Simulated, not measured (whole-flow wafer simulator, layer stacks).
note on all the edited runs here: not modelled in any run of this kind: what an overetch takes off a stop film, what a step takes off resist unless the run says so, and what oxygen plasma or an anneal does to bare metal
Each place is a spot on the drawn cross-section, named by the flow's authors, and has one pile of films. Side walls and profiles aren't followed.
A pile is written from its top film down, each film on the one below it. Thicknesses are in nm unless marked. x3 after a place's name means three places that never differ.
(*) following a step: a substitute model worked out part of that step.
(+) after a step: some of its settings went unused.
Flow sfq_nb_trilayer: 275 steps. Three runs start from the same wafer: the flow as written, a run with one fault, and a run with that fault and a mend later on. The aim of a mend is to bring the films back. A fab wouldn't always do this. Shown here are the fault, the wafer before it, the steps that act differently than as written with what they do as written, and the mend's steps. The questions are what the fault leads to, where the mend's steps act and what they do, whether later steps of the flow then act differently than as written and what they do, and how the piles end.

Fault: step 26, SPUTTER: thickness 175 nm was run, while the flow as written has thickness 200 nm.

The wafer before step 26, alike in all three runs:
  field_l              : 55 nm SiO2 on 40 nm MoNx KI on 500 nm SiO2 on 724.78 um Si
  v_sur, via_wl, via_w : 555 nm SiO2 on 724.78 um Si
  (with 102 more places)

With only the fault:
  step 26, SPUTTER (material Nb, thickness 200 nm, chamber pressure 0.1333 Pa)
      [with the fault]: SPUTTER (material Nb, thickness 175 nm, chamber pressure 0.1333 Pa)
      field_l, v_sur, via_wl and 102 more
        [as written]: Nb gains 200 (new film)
        [with the fault]: Nb gains 175 (new film)
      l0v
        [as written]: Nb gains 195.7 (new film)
        [with the fault]: Nb gains 170.7 (new film)
  Steps further on in the flow that do not act as written (not shown: 3 more steps that differ only slightly, by at most 2% or 0.5 nm, whichever is larger):
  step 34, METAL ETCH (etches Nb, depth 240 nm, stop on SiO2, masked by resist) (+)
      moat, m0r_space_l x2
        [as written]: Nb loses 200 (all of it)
        [with the fault]: Nb loses 175 (all of it)
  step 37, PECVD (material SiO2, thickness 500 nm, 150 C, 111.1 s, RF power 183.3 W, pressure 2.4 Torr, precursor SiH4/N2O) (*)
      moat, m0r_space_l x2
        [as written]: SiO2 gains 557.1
        [with the fault]: SiO2 gains 532.1
  At field_l, v_sur, via_wl and 100 more, the piles at the end differ from the flow's by more than 2% or 0.5 nm, whichever is larger.
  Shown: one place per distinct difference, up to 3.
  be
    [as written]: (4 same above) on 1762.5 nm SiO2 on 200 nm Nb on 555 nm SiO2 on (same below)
    [with the fault]: (4 same above) on 1762.5 nm SiO2 on 175 nm Nb on 555 nm SiO2 on (same below)
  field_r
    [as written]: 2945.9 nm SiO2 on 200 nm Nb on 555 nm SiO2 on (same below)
    [with the fault]: 2945.9 nm SiO2 on 175 nm Nb on 555 nm SiO2 on (same below)
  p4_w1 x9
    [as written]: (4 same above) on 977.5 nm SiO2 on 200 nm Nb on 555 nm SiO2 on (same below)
    [with the fault]: (4 same above) on 977.5 nm SiO2 on 175 nm Nb on 555 nm SiO2 on (same below)

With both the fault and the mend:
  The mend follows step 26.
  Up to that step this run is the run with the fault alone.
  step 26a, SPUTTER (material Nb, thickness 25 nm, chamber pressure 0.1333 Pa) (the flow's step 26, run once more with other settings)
      field_l, via_wl, via_w and 100 more
        Nb gains 25
      v_sur
        Nb gains 24.1
      lsp_r
        Nb gains 24.6
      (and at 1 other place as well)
  Every later step of the flow that is run acts as written, at every place that is followed, to within 2% or 0.5 nm, whichever is larger.
  The piles end only slightly different from the flow's at the places that both follow, by no more than 2% or 0.5 nm, whichever is larger.
